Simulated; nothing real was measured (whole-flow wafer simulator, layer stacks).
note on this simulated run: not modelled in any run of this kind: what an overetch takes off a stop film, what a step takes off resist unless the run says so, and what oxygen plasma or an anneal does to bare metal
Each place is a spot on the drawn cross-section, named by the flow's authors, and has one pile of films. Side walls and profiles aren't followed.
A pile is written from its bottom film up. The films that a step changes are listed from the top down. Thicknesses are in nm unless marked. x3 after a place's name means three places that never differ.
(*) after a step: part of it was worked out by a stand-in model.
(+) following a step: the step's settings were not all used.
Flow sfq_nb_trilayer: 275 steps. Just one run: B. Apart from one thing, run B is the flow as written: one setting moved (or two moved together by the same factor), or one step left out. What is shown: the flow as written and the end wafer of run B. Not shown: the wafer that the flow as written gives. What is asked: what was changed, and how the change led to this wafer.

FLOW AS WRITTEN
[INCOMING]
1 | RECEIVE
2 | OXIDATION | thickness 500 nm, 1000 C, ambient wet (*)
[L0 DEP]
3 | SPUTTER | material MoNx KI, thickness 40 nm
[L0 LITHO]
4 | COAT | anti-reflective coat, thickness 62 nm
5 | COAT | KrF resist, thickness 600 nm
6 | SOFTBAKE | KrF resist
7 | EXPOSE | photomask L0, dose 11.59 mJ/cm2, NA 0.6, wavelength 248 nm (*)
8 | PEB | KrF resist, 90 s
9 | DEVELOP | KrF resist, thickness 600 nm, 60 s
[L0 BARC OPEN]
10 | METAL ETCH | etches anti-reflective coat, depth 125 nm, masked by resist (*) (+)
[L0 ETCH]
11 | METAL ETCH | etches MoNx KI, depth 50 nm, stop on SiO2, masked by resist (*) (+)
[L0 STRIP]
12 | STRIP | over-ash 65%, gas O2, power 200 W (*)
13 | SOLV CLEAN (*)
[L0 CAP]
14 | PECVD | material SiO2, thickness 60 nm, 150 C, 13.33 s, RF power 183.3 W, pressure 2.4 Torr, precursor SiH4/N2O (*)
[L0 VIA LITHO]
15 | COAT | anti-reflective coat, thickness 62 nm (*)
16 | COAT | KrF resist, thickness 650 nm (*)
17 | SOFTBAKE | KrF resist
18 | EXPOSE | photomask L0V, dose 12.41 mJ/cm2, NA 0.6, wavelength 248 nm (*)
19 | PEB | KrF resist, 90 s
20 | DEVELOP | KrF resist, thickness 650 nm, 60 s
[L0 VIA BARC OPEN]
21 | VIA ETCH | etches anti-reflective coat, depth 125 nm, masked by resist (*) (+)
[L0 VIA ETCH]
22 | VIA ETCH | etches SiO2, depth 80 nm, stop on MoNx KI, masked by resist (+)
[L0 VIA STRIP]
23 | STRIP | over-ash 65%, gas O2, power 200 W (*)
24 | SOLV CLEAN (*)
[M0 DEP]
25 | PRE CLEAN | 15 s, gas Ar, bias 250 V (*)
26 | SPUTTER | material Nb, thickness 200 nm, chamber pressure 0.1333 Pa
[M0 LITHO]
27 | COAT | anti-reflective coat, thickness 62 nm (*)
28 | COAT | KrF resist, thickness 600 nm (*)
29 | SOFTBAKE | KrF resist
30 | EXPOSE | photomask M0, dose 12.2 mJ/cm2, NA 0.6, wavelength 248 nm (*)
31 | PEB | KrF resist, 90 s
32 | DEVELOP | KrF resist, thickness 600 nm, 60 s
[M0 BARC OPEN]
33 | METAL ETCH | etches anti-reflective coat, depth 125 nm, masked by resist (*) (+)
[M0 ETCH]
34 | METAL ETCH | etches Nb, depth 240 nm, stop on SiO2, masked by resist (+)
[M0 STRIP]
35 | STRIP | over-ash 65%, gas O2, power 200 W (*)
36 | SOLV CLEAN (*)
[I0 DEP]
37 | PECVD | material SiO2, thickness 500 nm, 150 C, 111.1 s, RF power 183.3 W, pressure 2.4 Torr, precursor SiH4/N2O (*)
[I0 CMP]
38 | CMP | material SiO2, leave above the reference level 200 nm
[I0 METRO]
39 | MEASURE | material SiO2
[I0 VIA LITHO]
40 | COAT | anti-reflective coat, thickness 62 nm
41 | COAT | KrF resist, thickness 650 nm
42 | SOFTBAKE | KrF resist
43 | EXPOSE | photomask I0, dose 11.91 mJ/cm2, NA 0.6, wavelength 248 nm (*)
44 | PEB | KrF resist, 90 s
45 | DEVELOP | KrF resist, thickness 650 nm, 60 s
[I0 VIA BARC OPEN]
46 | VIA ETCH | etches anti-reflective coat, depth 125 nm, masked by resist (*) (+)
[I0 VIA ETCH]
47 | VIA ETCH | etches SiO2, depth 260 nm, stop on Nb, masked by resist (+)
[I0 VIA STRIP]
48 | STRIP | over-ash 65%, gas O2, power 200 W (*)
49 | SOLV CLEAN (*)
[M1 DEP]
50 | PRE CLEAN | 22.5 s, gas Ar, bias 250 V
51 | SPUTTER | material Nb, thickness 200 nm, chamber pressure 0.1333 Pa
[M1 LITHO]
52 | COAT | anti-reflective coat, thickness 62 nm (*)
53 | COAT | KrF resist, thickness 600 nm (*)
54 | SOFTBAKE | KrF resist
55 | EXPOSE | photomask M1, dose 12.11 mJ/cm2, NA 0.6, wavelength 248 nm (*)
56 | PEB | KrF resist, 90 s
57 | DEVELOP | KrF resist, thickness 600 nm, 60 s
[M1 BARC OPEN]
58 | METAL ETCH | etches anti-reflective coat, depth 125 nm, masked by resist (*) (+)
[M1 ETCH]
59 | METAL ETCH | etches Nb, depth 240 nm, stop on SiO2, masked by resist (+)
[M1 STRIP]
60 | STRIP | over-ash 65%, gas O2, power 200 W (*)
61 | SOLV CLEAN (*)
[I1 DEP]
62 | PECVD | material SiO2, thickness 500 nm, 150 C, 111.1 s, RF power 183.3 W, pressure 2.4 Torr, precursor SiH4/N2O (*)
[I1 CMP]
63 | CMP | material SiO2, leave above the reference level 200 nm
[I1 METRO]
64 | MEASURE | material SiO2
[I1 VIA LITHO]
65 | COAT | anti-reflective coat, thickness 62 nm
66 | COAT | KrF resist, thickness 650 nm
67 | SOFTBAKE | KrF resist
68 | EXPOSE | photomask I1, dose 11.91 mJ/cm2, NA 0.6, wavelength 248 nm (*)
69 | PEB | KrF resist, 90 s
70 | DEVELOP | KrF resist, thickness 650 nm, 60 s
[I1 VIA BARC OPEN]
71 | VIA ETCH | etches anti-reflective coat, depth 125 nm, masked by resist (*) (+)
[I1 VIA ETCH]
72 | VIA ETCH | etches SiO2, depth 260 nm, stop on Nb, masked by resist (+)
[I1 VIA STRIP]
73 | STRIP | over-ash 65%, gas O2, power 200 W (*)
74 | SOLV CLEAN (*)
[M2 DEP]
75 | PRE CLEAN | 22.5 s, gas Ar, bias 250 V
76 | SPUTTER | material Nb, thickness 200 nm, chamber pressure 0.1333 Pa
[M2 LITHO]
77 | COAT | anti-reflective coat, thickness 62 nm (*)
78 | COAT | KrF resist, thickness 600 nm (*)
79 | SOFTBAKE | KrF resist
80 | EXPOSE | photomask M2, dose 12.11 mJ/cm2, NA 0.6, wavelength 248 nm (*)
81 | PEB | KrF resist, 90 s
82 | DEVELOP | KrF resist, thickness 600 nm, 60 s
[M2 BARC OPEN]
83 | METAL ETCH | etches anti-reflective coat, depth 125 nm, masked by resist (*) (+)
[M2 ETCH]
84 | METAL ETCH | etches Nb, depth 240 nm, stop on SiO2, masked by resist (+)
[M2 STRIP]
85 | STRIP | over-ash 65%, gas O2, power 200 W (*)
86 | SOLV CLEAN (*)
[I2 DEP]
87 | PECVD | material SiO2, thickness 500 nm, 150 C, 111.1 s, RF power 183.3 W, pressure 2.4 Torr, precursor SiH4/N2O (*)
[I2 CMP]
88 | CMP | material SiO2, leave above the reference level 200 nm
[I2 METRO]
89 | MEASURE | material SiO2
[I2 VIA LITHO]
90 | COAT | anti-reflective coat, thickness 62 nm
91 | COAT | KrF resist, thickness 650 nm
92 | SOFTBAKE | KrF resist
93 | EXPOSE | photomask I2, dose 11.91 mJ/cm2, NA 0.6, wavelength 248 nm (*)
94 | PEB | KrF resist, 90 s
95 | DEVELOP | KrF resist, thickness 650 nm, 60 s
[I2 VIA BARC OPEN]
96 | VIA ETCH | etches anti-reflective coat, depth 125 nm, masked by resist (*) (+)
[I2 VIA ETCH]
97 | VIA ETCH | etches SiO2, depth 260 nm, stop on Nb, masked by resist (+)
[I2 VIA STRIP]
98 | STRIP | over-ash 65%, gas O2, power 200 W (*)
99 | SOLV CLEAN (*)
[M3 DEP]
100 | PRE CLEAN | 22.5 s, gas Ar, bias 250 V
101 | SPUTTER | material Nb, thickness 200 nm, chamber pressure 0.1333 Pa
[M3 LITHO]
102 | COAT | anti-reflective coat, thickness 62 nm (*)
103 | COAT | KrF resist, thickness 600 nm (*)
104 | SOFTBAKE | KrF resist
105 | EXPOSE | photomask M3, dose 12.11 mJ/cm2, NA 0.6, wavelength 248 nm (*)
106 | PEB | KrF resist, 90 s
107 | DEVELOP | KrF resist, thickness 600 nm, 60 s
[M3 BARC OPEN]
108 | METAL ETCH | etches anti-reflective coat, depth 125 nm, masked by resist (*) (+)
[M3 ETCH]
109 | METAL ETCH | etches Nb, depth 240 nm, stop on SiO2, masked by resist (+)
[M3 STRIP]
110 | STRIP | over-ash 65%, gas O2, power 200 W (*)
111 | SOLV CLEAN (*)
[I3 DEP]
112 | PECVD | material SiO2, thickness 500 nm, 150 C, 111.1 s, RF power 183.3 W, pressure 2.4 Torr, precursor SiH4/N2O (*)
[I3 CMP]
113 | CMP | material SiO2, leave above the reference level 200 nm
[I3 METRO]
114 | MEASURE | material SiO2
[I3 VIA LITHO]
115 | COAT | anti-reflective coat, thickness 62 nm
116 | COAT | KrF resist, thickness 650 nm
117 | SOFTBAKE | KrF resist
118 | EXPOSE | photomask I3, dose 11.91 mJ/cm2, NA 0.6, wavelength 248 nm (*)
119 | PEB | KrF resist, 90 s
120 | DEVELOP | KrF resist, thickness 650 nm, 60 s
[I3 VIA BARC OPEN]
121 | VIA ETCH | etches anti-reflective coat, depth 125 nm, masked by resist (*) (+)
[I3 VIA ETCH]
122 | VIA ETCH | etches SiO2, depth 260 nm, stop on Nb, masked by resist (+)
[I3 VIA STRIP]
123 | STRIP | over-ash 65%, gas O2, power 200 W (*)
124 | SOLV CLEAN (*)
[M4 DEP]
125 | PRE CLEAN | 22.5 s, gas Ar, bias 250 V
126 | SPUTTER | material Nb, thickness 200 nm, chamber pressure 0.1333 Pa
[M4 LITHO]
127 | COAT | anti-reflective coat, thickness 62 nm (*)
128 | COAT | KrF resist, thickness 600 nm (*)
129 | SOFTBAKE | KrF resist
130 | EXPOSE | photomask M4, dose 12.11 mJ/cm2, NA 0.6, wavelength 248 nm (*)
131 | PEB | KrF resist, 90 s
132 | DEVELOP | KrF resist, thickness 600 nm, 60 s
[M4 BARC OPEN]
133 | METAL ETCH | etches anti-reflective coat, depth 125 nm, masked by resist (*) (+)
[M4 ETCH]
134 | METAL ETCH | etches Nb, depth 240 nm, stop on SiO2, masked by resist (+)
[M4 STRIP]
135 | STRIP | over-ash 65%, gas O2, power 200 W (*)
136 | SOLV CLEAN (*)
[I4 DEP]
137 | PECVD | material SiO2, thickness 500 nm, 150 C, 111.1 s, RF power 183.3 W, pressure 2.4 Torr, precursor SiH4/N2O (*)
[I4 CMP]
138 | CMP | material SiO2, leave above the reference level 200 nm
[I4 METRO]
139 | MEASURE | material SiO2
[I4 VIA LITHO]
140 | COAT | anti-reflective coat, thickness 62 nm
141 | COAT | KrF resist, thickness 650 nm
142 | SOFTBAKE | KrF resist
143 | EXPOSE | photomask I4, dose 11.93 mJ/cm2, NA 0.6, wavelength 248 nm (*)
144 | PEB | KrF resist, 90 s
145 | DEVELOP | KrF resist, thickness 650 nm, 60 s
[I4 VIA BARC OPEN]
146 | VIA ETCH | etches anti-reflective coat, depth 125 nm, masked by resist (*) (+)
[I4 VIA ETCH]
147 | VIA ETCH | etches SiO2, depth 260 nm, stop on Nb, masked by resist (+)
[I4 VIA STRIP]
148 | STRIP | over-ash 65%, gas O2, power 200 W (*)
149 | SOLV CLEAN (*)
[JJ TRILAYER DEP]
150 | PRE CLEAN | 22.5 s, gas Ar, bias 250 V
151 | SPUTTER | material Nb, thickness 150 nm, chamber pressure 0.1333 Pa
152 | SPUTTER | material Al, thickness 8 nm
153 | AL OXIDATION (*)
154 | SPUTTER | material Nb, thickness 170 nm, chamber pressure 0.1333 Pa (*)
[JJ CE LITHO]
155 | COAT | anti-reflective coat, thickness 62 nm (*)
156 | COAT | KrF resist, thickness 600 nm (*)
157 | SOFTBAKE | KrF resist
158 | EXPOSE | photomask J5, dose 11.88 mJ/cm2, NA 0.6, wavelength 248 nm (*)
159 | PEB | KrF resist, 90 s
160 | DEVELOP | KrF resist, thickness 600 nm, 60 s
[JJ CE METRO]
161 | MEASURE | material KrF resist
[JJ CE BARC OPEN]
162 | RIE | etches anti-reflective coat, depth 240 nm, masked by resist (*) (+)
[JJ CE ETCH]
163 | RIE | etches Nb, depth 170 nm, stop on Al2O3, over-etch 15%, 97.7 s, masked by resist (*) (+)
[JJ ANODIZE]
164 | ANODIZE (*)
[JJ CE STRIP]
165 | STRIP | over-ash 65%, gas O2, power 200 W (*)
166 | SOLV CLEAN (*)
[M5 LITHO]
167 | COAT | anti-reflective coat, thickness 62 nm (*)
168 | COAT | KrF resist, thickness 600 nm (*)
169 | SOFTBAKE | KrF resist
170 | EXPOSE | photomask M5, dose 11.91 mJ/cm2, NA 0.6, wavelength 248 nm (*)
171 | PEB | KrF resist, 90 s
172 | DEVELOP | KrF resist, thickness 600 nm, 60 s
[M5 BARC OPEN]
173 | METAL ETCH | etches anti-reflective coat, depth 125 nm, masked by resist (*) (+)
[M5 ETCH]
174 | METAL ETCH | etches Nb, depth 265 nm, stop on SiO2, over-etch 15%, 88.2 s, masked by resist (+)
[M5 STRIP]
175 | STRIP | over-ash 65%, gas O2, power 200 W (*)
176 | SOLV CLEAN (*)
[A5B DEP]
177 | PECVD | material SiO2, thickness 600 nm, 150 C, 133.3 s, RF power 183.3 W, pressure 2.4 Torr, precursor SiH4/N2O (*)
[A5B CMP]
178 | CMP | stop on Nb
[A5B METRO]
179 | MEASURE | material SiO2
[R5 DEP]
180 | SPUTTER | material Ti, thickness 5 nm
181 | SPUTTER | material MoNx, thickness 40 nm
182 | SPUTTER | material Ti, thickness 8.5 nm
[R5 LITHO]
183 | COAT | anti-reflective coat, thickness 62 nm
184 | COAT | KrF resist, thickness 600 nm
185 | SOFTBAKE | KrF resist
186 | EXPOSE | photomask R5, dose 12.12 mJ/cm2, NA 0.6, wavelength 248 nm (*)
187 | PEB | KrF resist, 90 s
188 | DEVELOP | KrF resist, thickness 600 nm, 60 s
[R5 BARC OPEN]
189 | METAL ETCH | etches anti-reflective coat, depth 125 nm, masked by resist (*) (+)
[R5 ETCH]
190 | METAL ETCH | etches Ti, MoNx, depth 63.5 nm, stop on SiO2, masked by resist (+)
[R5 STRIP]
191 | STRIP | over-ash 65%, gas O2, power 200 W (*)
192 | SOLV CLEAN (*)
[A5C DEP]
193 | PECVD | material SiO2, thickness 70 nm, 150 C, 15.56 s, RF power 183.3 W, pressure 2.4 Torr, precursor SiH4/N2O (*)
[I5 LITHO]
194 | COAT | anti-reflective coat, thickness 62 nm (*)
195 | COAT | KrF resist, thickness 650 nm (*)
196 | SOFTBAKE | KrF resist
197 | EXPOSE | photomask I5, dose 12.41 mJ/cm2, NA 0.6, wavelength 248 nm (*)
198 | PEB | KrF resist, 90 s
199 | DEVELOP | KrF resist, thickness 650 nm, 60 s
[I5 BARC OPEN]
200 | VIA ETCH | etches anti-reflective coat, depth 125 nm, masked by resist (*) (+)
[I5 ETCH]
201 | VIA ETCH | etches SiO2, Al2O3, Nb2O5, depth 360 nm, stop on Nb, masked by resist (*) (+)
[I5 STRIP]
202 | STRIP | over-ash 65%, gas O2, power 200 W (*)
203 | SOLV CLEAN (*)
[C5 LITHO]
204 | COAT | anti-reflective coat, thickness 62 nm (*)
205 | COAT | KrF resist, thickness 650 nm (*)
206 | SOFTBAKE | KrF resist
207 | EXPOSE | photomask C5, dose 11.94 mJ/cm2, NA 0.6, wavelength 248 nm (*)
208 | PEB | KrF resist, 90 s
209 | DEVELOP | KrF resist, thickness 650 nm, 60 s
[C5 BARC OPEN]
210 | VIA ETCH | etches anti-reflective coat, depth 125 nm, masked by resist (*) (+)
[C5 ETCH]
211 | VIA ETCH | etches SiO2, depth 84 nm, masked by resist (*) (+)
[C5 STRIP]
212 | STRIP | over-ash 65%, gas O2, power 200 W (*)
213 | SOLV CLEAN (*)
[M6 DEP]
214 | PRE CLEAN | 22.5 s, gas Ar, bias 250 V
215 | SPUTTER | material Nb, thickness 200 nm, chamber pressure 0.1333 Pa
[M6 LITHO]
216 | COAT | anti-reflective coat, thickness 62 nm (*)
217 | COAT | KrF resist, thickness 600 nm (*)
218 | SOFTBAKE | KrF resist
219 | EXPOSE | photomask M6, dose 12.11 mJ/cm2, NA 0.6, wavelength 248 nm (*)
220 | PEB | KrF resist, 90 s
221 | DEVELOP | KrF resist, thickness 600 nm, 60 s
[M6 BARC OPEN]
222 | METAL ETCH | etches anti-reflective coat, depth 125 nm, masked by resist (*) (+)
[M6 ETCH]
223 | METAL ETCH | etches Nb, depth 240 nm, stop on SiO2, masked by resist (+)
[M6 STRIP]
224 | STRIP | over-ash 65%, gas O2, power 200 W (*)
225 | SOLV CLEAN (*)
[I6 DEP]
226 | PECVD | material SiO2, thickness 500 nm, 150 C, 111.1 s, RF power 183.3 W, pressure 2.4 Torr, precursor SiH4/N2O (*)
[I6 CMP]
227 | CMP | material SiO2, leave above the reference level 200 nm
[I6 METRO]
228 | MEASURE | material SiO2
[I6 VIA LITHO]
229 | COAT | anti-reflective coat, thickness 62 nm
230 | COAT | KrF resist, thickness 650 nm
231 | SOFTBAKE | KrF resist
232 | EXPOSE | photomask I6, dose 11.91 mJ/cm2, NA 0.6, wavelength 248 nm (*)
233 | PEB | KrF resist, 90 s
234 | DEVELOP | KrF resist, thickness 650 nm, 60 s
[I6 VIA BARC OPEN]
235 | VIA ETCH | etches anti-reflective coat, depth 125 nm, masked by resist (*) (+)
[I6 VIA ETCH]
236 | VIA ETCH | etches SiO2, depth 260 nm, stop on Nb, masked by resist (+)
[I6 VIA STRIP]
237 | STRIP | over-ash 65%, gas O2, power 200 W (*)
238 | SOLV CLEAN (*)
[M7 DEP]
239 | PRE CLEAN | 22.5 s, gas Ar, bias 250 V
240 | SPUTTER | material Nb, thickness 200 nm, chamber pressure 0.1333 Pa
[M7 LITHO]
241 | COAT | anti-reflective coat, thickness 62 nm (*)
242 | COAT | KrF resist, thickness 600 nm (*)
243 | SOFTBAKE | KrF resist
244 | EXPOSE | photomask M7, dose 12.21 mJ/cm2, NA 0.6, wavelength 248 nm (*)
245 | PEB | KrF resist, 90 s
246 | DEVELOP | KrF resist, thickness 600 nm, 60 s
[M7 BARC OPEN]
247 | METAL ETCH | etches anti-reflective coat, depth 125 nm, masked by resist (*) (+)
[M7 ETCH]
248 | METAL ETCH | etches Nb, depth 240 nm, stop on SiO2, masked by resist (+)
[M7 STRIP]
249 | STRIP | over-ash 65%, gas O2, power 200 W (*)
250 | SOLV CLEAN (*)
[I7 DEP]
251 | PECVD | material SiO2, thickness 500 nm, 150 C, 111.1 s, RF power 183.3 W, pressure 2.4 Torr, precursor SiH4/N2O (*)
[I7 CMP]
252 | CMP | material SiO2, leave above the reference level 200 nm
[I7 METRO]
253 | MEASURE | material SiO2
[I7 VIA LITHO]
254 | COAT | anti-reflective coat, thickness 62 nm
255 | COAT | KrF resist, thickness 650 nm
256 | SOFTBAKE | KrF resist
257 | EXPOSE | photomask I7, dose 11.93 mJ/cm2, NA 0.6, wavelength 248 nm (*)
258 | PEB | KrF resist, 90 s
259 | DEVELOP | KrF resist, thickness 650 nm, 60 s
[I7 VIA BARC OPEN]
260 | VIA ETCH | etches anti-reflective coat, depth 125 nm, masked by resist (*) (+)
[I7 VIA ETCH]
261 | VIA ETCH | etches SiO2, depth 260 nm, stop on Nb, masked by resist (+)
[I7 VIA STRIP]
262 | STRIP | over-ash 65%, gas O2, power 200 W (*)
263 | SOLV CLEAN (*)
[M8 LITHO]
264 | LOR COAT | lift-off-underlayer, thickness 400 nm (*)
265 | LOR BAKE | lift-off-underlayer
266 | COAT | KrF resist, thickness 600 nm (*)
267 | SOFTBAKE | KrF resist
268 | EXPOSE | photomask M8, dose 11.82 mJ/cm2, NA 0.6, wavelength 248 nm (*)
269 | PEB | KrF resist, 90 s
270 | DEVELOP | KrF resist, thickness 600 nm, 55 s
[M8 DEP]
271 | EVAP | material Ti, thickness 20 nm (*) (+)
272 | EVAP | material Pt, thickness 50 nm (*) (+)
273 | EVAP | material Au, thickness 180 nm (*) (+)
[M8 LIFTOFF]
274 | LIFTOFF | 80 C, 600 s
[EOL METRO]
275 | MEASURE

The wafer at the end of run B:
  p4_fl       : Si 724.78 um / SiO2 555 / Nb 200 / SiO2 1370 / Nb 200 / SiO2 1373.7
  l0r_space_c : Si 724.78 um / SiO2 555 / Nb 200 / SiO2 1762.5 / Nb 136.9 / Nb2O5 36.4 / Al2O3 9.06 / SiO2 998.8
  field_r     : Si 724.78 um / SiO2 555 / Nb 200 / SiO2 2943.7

The reason: step 152, SPUTTER: thickness 5.8 nm was run, while the flow as written has thickness 8 nm.

The path from the change to this, step by step:
  152 | SPUTTER | material Al, thickness 8 nm
      field_l, v_sur, via_sp and 100 more: +5.8 Al (new film) (as written it would have been: +8 Al (new film))
      via_wl, via_wr: +3.73 Al (new film) (as written it would have been: +5.14 Al (new film))
      (as well as at 1 more place)
  164 | ANODIZE (*)
      field_l, v_sur, via_sp and 96 more: +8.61 Al2O3, +36.4 Nb2O5 (new film), -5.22 Al (all of it), -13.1 Nb (as written it would have been: +12.2 Al2O3, +29.9 Nb2O5 (new film), -7.42 Al (all of it), -10.8 Nb)
      via_wl, via_wr: +5.19 Al2O3 (new film), +43.4 Nb2O5 (new film), -3.15 Al (all of it), -15.6 Nb (as written it would have been: +7.52 Al2O3 (new film), +39.2 Nb2O5 (new film), -4.56 Al (all of it), -14.1 Nb)
      (as well as at 1 more place)
  167 | COAT | anti-reflective coat, thickness 62 nm (*)
      ce_l: +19 anti-reflective coat (new film) (as written it would have been: +19.6 anti-reflective coat (new film))
  174 | METAL ETCH | etches Nb, depth 265 nm, stop on SiO2, over-etch 15%, 88.2 s, masked by resist (+)
      field_l, r_sur, res and 49 more: -9 Al2O3 (all of it), -36.4 Nb2O5 (all of it), -136.9 Nb (all of it), -12.2 SiO2 (as written it would have been: -12.6 Al2O3 (all of it), -29.9 Nb2O5 (all of it), -139.2 Nb (all of it), -12.3 SiO2)
      wl_a_sl: -8.99 Al2O3 (all of it), -36.4 Nb2O5 (all of it), -136.9 Nb (all of it), -12.2 SiO2 (as written it would have been: -12.6 Al2O3 (all of it), -29.9 Nb2O5 (all of it), -139.2 Nb (all of it), -12.3 SiO2)
  175 | STRIP | over-ash 65%, gas O2, power 200 W (*)
      ce_l: -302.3 KrF resist (all of it), -19 anti-reflective coat (all of it) (as written it would have been: -299.6 KrF resist (all of it), -19.6 anti-reflective coat (all of it))
  201 | VIA ETCH | etches SiO2, Al2O3, Nb2O5, depth 360 nm, stop on Nb, masked by resist (*) (+)
      be: -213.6 SiO2 (all of it), -9.06 Al2O3 (all of it), -36.4 Nb2O5 (all of it) (as written it would have been: -216.4 SiO2 (all of it), -12.7 Al2O3 (all of it), -29.9 Nb2O5 (all of it))
